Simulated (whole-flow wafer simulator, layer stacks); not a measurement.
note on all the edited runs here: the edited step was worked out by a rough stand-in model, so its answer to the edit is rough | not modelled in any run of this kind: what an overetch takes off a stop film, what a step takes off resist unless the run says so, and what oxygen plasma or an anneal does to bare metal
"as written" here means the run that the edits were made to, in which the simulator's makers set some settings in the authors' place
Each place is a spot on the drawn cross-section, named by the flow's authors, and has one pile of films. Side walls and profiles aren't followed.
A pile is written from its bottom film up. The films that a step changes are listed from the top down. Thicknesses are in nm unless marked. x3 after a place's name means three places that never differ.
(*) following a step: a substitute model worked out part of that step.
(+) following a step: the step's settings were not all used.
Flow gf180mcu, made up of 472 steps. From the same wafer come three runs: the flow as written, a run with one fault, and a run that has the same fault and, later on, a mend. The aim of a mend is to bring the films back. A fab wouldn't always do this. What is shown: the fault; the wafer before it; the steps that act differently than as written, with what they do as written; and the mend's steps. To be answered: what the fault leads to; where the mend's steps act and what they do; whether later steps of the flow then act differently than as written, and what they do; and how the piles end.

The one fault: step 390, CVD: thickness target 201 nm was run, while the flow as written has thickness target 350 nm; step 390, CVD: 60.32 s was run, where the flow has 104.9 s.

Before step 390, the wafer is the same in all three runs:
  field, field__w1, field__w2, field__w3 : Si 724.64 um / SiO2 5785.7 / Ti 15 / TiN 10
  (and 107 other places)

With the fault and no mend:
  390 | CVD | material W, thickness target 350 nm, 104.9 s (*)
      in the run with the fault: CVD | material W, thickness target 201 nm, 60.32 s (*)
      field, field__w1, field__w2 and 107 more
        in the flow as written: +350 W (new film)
        in the run with the fault: +202.5 W (new film)
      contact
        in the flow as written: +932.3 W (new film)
        in the run with the fault: +784.8 W (new film)
  Steps further on in the flow that do not act as written:
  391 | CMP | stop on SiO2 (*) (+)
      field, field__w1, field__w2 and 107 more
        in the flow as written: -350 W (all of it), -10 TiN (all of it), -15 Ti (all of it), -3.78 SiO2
        in the run with the fault: -202.5 W (all of it), -10 TiN (all of it), -15 Ti (all of it), -2.3 SiO2
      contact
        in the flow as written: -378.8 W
        in the run with the fault: -229.8 W
  When the end is reached, the piles differ only a little from the flow's at the places that both follow, at most by 2% or 0.5 nm, whichever is larger.

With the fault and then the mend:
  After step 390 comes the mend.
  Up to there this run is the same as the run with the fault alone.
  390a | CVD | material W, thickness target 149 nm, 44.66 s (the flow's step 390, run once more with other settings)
      field, field__w1, field__w2 and 108 more
        +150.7 W
  Later steps of the flow that are run all act as written at every place that is followed, up to a difference of at most 2% or 0.5 nm, whichever is larger.
  When the end is reached, the piles differ only a little from the flow's at the places that both follow, at most by 2% or 0.5 nm, whichever is larger.
